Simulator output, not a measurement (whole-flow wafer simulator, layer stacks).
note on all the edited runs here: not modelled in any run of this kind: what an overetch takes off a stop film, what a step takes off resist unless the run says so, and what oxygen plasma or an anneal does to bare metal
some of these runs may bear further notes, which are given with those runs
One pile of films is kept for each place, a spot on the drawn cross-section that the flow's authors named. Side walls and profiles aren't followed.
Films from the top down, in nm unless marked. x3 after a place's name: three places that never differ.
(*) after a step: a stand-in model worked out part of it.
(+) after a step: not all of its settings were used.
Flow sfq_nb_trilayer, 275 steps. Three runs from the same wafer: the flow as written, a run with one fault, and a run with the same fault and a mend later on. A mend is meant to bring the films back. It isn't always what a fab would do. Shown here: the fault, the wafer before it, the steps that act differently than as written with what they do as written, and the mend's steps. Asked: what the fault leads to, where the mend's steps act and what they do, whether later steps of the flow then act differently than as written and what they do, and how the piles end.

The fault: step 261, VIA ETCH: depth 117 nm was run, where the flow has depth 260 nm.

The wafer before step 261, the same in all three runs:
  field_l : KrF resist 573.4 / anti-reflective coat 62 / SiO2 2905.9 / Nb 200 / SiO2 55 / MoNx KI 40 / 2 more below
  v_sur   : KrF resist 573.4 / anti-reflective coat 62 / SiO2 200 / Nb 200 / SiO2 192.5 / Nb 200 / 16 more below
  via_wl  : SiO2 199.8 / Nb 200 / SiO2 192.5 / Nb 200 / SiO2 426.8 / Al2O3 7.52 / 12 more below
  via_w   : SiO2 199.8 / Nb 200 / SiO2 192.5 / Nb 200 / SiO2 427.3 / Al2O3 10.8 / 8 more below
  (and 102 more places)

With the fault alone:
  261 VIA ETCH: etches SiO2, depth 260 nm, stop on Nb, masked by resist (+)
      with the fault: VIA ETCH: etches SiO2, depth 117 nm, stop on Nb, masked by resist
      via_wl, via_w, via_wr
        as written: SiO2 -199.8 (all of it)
        with the fault: SiO2 -117
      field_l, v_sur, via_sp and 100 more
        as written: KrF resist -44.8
        with the fault: KrF resist -20.2
  Later steps of the flow that act differently than as written (2 more steps differ only slightly, by at most 2% or 0.5 nm, whichever is larger, and aren't shown):
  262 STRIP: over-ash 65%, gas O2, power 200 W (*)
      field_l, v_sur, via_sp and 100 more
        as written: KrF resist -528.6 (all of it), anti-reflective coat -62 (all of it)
        with the fault: KrF resist -553.3 (all of it), anti-reflective coat -62 (all of it)
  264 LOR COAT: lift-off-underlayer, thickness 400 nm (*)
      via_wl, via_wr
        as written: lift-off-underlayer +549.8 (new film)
        with the fault: lift-off-underlayer +487.7 (new film)
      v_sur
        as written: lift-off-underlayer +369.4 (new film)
        with the fault: lift-off-underlayer +382.1 (new film)
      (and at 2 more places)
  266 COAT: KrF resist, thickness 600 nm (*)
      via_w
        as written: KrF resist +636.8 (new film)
        with the fault: KrF resist +621.5 (new film)
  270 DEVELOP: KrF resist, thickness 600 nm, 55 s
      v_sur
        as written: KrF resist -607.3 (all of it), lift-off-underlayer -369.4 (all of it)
        with the fault: KrF resist -603.8 (all of it), lift-off-underlayer -382.1 (all of it)
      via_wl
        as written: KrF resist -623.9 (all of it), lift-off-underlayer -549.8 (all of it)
        with the fault: KrF resist -613.5 (all of it), lift-off-underlayer -487.7 (all of it)
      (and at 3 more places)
  At the end the piles differ from the flow's by more than 2% or 0.5 nm, whichever is larger, at via_wl, via_w, via_wr.
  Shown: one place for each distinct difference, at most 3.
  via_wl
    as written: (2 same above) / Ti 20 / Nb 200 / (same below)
    with the fault: (2 same above) / Ti 20 / SiO2 82.8 / Nb 200 / (same below)

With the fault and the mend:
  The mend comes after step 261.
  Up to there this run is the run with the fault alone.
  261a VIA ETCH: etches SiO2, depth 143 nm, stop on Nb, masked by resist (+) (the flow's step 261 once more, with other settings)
      field_l, v_sur, via_sp and 100 more
        KrF resist -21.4
      via_wl, via_w, via_wr
        SiO2 -82.8 (all of it)
  No later step of the flow acts differently than as written, at any place that is followed, by more than 2% or 0.5 nm, whichever is larger.
  At the end the piles are the same as the flow's at every place that both follow.
